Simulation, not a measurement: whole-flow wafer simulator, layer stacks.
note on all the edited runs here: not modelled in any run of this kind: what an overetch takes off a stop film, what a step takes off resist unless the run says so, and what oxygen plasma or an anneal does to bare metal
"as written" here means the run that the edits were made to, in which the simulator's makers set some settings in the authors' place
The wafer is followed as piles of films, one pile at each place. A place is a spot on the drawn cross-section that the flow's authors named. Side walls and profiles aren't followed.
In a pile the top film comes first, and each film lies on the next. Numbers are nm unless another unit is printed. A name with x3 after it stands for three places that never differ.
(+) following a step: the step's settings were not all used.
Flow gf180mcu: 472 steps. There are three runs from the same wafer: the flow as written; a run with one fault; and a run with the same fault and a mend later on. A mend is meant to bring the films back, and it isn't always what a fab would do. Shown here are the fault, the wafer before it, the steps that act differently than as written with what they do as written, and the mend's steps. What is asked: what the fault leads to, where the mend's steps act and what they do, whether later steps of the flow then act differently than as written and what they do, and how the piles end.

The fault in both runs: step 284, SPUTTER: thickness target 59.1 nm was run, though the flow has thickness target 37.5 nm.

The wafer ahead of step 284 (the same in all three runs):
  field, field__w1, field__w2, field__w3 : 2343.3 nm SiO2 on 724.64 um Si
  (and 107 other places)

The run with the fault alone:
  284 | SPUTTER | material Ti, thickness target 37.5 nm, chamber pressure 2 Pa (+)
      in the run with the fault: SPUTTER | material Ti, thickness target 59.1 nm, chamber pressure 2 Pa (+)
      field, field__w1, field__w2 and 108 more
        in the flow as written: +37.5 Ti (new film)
        in the run with the fault: +59.1 Ti (new film)
  Steps further on in the flow that do not act as written:
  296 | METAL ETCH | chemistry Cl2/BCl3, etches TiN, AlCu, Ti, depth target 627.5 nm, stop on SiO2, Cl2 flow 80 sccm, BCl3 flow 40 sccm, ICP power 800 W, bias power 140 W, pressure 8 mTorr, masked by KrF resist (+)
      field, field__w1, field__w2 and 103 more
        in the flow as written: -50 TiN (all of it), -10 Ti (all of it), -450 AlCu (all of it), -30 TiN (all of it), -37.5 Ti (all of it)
        in the run with the fault: -50 TiN (all of it), -10 Ti (all of it), -450 AlCu (all of it), -30 TiN (all of it), -59.1 Ti (all of it)
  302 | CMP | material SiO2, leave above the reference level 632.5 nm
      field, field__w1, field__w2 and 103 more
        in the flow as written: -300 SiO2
        in the run with the fault: -278.4 SiO2
  By the end, the piles at field__w8, contact, m1, m1__w1, m1_nw depart from the flow's by more than 2% or 0.5 nm, whichever is larger.
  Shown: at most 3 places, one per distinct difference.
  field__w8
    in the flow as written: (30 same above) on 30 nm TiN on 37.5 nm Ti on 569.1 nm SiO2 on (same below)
    in the run with the fault: (30 same above) on 30 nm TiN on 59.1 nm Ti on 569.1 nm SiO2 on (same below)
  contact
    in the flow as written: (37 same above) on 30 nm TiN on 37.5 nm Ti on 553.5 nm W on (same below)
    in the run with the fault: (37 same above) on 30 nm TiN on 59.1 nm Ti on 553.5 nm W on (same below)

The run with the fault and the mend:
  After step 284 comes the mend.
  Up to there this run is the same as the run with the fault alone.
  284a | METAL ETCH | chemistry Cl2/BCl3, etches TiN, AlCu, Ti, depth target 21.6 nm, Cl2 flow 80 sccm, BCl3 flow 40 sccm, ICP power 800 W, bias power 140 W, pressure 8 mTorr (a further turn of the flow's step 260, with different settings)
      field, field__w1, field__w2 and 108 more
        -21.6 Ti
  Every later step of the flow that is run acts as written at every place that is followed.
  The piles end the same as the flow's at every place that both follow.
